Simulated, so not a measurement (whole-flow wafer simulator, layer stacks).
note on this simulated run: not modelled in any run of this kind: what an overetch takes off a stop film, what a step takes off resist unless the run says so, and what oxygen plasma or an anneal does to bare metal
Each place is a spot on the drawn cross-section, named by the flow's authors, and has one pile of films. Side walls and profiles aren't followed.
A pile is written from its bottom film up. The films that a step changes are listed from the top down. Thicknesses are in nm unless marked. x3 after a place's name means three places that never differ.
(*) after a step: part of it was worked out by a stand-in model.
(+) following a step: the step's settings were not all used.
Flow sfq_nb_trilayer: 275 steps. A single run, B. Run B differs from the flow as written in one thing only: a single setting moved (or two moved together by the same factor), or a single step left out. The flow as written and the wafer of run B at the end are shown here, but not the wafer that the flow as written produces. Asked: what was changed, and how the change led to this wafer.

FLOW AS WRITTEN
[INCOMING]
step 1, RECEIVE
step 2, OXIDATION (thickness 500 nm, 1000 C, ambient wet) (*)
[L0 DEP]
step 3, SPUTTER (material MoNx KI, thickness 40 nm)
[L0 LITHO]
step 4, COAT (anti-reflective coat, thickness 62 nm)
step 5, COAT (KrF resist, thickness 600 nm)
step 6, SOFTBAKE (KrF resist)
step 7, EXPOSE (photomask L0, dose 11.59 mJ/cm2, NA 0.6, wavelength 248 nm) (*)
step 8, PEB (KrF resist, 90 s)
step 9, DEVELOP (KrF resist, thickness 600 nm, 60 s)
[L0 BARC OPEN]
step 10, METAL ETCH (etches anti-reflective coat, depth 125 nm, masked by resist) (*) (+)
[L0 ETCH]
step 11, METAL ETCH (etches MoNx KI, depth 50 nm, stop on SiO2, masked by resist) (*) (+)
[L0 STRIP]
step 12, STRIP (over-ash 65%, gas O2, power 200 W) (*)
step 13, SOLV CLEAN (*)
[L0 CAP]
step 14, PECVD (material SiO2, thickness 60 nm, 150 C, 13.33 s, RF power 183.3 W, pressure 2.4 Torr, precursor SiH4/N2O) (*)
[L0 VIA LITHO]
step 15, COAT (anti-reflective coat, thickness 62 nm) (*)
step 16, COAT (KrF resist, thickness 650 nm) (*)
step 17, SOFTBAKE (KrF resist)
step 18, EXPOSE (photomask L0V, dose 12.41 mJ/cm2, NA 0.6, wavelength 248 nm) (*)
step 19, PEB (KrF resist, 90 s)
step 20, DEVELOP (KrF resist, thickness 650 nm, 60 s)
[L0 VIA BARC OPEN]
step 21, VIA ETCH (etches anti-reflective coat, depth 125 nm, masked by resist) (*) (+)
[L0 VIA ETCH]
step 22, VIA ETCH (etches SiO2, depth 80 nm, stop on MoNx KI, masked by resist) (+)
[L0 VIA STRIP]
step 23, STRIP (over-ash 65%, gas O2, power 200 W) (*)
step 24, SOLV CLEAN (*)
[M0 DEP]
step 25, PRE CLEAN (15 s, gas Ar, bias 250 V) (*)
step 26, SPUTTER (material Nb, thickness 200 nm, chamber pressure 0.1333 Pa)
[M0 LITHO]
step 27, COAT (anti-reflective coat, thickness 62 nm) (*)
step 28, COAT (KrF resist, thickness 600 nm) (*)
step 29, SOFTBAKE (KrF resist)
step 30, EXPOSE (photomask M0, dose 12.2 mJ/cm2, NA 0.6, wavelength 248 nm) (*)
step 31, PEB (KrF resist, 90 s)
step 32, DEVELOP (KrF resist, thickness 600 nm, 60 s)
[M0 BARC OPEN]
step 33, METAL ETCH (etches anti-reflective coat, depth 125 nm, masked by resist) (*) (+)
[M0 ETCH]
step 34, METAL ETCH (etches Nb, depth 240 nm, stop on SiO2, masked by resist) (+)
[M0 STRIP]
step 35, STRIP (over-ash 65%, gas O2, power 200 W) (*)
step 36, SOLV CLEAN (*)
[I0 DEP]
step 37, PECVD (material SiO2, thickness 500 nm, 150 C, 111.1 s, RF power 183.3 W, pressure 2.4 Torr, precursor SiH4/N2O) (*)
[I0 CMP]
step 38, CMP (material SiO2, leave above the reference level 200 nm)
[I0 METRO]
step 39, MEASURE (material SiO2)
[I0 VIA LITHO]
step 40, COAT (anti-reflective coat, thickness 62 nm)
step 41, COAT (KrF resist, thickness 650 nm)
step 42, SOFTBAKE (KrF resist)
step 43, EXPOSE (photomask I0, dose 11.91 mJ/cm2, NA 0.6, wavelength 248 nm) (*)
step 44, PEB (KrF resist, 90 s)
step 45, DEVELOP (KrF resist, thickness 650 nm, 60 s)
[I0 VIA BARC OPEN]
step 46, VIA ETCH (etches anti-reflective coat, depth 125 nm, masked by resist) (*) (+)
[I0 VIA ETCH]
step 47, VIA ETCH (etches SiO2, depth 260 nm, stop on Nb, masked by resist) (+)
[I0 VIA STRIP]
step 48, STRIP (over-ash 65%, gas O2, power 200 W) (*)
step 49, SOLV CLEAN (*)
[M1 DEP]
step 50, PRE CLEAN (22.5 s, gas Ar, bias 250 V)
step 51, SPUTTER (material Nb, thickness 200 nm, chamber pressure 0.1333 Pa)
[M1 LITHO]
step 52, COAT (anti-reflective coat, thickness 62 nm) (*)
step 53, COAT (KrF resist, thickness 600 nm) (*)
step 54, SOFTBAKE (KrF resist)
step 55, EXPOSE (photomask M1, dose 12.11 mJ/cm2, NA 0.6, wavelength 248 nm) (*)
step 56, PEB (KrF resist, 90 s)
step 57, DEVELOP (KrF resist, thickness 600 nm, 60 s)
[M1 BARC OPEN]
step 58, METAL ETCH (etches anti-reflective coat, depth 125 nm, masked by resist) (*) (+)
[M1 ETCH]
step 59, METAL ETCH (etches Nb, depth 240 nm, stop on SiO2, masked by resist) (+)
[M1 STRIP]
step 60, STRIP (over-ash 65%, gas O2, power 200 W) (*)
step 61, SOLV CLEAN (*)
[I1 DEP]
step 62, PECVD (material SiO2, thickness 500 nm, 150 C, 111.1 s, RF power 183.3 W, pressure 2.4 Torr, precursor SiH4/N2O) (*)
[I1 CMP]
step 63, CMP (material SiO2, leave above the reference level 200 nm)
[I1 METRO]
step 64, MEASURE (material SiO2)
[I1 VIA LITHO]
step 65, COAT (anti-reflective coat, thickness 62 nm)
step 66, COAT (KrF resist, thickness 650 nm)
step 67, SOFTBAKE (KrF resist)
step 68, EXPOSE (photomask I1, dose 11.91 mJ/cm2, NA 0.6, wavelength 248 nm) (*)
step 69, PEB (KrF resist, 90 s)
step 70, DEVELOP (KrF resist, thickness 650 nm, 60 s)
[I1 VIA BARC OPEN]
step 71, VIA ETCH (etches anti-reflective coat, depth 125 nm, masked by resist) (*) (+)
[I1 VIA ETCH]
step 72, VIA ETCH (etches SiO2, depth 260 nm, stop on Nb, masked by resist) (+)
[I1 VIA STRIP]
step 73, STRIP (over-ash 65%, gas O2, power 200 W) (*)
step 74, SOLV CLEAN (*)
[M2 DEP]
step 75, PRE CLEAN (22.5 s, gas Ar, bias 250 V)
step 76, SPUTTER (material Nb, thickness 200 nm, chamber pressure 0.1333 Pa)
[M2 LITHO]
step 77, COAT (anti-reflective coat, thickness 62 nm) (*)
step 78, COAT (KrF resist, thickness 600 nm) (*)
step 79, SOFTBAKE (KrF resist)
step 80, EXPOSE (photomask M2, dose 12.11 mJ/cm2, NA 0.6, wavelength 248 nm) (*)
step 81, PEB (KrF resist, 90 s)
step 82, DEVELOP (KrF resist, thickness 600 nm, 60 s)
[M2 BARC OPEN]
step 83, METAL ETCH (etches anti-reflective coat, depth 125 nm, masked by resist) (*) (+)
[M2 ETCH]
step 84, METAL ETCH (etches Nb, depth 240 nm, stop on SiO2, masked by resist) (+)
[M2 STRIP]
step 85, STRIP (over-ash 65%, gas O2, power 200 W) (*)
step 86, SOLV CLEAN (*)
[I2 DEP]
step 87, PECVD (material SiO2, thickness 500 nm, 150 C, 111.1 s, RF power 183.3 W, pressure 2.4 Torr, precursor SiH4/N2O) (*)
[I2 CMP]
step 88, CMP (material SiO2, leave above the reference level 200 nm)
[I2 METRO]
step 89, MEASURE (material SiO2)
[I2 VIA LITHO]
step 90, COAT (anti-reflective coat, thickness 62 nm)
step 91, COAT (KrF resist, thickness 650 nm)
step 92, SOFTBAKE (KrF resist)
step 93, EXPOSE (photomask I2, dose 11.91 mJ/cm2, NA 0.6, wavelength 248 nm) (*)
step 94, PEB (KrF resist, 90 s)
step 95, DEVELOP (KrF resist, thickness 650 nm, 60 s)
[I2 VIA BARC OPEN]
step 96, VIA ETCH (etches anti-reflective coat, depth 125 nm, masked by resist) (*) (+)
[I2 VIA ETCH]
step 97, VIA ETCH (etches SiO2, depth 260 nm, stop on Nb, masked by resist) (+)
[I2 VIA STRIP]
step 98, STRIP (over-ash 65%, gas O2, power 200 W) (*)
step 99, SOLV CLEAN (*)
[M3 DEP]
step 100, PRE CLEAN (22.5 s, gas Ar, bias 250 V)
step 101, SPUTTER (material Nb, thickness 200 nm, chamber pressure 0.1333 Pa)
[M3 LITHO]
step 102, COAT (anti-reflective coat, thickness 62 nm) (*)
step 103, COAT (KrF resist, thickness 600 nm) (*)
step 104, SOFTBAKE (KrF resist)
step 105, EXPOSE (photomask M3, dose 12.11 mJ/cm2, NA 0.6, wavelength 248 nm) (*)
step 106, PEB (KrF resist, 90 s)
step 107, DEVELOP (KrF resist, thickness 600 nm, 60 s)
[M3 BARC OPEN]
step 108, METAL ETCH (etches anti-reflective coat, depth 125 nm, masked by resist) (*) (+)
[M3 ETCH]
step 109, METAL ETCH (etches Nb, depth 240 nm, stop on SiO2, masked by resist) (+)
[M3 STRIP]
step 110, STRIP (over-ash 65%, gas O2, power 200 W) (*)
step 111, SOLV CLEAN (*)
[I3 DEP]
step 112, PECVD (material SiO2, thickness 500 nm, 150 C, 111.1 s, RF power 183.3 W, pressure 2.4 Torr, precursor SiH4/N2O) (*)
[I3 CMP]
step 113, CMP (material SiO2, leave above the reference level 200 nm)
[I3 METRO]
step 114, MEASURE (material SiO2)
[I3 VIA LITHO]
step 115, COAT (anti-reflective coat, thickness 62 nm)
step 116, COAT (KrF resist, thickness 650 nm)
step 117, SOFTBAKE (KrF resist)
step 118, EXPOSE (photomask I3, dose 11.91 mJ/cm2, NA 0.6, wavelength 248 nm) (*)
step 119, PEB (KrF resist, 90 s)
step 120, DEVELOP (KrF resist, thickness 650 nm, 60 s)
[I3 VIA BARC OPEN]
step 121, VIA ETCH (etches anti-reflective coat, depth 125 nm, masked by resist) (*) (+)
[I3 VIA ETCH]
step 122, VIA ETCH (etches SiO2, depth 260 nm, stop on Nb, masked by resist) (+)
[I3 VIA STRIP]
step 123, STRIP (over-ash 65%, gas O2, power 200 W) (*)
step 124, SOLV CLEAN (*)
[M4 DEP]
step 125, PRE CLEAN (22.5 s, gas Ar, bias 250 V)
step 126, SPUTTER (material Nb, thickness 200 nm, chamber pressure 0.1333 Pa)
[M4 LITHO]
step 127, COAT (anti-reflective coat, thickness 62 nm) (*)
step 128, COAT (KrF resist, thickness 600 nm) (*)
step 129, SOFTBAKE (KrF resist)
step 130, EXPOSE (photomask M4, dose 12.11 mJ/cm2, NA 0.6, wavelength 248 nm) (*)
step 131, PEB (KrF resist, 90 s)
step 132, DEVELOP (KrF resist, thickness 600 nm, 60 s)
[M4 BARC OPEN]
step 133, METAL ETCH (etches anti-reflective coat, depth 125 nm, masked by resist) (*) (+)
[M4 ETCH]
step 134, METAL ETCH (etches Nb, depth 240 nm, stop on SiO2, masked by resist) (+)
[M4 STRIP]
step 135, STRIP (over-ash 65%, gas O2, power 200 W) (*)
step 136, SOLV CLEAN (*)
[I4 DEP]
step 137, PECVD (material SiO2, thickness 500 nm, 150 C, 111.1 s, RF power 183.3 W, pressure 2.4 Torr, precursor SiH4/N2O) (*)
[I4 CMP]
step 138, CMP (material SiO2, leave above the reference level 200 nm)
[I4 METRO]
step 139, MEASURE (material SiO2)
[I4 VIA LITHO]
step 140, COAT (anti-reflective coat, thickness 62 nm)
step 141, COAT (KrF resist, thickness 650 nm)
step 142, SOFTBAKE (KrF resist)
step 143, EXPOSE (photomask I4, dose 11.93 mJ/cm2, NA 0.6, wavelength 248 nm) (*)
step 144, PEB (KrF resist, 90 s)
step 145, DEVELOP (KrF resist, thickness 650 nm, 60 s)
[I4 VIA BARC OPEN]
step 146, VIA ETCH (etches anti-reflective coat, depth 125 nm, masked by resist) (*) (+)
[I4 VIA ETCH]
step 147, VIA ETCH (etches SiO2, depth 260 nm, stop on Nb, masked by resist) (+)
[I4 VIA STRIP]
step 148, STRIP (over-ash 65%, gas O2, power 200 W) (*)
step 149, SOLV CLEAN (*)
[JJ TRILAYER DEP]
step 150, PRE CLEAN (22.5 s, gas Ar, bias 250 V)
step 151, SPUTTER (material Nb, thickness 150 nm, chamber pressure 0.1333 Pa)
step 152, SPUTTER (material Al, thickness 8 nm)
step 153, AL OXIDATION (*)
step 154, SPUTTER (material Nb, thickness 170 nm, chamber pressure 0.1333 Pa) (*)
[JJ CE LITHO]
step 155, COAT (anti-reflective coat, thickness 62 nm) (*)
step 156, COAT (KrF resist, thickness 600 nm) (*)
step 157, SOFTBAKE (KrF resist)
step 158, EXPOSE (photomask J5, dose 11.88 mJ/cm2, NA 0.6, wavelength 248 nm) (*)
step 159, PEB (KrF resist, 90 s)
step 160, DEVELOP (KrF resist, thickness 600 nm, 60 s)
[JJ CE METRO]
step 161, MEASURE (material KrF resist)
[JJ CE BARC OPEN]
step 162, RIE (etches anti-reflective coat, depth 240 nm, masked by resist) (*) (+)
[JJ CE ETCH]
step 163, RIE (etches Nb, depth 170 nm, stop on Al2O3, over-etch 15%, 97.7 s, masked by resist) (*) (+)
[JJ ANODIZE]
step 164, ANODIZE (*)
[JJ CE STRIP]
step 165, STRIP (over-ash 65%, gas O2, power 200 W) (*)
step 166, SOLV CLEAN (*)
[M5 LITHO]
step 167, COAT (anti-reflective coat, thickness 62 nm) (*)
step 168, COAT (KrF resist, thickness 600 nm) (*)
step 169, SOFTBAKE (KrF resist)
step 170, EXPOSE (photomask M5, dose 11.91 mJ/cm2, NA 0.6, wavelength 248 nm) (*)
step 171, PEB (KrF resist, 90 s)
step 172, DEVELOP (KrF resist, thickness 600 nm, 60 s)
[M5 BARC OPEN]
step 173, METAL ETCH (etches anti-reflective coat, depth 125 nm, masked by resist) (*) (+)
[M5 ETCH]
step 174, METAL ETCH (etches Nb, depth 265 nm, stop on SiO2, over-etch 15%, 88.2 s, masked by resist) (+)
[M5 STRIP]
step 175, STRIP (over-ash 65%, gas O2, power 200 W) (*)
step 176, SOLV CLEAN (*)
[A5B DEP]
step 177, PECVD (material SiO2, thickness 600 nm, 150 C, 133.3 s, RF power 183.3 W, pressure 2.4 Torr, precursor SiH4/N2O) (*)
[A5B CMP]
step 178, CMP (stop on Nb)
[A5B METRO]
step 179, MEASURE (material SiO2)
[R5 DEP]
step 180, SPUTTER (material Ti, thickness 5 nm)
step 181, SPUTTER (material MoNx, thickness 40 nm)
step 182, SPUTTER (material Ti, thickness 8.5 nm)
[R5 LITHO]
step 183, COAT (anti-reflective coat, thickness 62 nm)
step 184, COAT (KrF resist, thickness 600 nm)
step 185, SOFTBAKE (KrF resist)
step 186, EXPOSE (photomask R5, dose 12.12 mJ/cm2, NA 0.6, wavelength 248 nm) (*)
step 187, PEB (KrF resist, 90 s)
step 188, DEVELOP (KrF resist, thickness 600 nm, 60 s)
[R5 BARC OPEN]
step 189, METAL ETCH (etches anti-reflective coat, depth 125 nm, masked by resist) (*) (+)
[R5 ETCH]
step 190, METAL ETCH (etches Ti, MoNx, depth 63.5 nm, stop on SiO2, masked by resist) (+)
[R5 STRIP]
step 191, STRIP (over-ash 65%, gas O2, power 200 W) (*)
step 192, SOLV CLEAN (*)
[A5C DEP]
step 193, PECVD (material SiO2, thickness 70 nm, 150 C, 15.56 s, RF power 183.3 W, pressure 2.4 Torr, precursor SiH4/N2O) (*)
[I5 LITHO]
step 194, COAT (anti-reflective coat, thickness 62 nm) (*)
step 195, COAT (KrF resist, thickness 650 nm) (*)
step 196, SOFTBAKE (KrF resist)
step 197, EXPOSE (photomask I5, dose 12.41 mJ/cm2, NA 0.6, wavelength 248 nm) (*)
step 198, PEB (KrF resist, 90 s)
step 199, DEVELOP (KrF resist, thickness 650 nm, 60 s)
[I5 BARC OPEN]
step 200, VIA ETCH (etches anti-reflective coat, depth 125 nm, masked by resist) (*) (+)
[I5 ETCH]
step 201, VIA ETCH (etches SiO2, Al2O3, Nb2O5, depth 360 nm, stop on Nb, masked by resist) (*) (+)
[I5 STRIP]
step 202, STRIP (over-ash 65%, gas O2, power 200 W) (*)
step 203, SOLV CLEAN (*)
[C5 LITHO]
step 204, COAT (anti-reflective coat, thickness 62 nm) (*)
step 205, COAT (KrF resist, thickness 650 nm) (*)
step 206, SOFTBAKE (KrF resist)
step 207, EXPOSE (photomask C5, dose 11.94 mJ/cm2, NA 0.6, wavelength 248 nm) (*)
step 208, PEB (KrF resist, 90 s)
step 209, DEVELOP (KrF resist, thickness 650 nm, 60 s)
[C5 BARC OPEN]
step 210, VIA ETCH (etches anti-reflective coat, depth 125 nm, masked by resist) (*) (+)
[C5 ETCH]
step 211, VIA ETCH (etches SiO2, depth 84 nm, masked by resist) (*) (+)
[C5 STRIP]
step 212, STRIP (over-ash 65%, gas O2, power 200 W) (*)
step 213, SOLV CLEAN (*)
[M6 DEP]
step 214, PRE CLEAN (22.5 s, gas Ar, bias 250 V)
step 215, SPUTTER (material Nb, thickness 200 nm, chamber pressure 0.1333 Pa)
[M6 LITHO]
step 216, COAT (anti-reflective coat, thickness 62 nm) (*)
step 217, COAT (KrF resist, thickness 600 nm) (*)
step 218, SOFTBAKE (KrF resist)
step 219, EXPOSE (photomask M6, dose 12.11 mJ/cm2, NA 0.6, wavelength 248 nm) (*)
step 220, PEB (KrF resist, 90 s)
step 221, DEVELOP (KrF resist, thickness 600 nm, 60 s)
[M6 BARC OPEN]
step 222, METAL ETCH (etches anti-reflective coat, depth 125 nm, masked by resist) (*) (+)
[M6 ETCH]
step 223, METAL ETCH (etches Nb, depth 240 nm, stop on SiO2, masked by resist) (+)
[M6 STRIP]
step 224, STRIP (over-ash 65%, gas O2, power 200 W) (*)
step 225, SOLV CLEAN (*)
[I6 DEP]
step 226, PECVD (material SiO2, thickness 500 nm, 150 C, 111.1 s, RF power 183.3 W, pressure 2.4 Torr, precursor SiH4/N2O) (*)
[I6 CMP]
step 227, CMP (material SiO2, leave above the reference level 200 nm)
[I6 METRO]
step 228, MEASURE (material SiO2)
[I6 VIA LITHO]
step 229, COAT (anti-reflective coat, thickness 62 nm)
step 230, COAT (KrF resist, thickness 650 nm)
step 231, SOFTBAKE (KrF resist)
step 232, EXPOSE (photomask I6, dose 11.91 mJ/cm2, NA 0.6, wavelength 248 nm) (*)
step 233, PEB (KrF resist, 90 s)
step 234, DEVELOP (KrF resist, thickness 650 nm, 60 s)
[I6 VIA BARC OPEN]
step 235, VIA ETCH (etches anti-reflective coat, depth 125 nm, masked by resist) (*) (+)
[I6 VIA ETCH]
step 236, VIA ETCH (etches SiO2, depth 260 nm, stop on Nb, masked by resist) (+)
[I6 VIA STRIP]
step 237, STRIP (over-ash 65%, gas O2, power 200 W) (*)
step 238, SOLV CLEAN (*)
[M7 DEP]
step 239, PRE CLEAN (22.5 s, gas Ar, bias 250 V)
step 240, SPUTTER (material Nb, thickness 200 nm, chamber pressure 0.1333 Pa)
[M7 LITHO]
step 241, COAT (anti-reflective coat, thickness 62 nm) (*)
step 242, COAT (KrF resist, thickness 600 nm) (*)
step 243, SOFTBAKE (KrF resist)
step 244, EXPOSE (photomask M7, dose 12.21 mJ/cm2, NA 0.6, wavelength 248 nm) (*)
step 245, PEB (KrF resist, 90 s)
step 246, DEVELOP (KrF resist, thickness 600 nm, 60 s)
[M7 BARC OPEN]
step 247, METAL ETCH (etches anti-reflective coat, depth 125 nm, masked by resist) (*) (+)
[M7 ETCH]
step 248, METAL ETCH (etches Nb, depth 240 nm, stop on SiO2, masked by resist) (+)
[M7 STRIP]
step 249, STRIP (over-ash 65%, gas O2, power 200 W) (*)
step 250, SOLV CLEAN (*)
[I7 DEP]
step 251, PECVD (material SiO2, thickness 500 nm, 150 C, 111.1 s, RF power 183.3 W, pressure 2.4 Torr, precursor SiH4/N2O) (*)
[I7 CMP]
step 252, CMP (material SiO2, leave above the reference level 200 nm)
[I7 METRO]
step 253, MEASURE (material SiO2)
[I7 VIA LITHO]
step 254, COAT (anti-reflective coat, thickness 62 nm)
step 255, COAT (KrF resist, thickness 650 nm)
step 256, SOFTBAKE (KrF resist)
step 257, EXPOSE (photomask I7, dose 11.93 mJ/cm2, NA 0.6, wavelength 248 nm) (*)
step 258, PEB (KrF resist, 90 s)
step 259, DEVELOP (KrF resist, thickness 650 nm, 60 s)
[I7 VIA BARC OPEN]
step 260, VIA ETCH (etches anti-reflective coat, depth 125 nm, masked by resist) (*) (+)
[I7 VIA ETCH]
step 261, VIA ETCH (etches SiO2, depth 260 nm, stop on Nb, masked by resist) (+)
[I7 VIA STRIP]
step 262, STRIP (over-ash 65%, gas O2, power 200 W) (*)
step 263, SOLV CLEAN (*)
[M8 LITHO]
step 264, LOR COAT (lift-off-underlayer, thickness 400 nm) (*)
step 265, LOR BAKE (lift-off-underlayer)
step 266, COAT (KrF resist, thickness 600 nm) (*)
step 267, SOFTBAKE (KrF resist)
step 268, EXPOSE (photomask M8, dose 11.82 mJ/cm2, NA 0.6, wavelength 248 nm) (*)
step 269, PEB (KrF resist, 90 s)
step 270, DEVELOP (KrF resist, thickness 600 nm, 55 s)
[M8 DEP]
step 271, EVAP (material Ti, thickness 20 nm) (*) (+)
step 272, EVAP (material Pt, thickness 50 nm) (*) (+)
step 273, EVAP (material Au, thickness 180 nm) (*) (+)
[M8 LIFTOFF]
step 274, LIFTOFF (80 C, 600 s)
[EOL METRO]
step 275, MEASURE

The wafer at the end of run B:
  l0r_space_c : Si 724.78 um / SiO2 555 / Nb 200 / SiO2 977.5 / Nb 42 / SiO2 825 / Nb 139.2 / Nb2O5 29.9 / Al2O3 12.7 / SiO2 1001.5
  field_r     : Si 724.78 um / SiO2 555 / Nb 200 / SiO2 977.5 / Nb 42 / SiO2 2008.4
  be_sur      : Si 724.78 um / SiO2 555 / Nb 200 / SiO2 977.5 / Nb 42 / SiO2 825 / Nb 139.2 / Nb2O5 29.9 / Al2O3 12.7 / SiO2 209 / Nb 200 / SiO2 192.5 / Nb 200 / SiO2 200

Cause: step 101, SPUTTER: thickness 282 nm was run, while the flow as written has thickness 200 nm.

Step by step, how the change led to this:
  step 101, SPUTTER (material Nb, thickness 200 nm, chamber pressure 0.1333 Pa)
      field_l, v_sur, via_wl and 102 more: Nb gains 282 (new film) (in the flow as written it would be: Nb gains 200 (new film))
      via_w: Nb gains 234.5 (in the flow as written it would be: Nb gains 165.5)
  step 102, COAT (anti-reflective coat, thickness 62 nm) (*)
      via_wl: anti-reflective coat gains 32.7 (new film) (in the flow as written it would be: anti-reflective coat gains 34.2 (new film))
  step 109, METAL ETCH (etches Nb, depth 240 nm, stop on SiO2, masked by resist) (+)
      field_l, be, be_sur and 72 more: Nb loses 240 (in the flow as written it would be: Nb loses 200 (all of it))
  step 110, STRIP (over-ash 65%, gas O2, power 200 W) (*)
      via_wl: KrF resist loses 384 (all of it), anti-reflective coat loses 32.7 (all of it) (in the flow as written it would be: KrF resist loses 384.2 (all of it), anti-reflective coat loses 34.2 (all of it))
  step 112, PECVD (material SiO2, thickness 500 nm, 150 C, 111.1 s, RF power 183.3 W, pressure 2.4 Torr, precursor SiH4/N2O) (*)
      field_l, be, be_sur and 64 more: SiO2 gains 500 (new film) (in the flow as written it would be: SiO2 gains 500)
      p4_g1, p4_g2, p3_s0, p3_s1, p3_s2, p3_s3, p3_s4, p3_s5: SiO2 gains 597.1 (new film) (in the flow as written it would be: SiO2 gains 557.1)
  step 113, CMP (material SiO2, leave above the reference level 200 nm)
      field_l, be, be_sur and 64 more: SiO2 loses 60 (in the flow as written it would be: SiO2 loses 100)
      via_w: SiO2 loses 157.1 (in the flow as written it would be: SiO2 loses 181.6)
With metal films that touch counted as one body, l0r_space_c has 3 bodies (between them, from the top down: SiO2 825; SiO2 977.5); the flow as written gives 2 bodies (between them, from the top down: SiO2 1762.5).
With metal films that touch counted as one body, field_r has 2 bodies (between them, from the top down: SiO2 977.5); the flow as written gives 1 body.
With metal films that touch counted as one body, be_sur has 5 bodies (between them, from the top down: SiO2 192.5; SiO2 209 / Al2O3 12.7 / Nb2O5 29.9; SiO2 825; SiO2 977.5); the flow as written gives 4 bodies (between them, from the top down: SiO2 192.5; SiO2 209 / Al2O3 12.7 / Nb2O5 29.9; SiO2 1762.5).
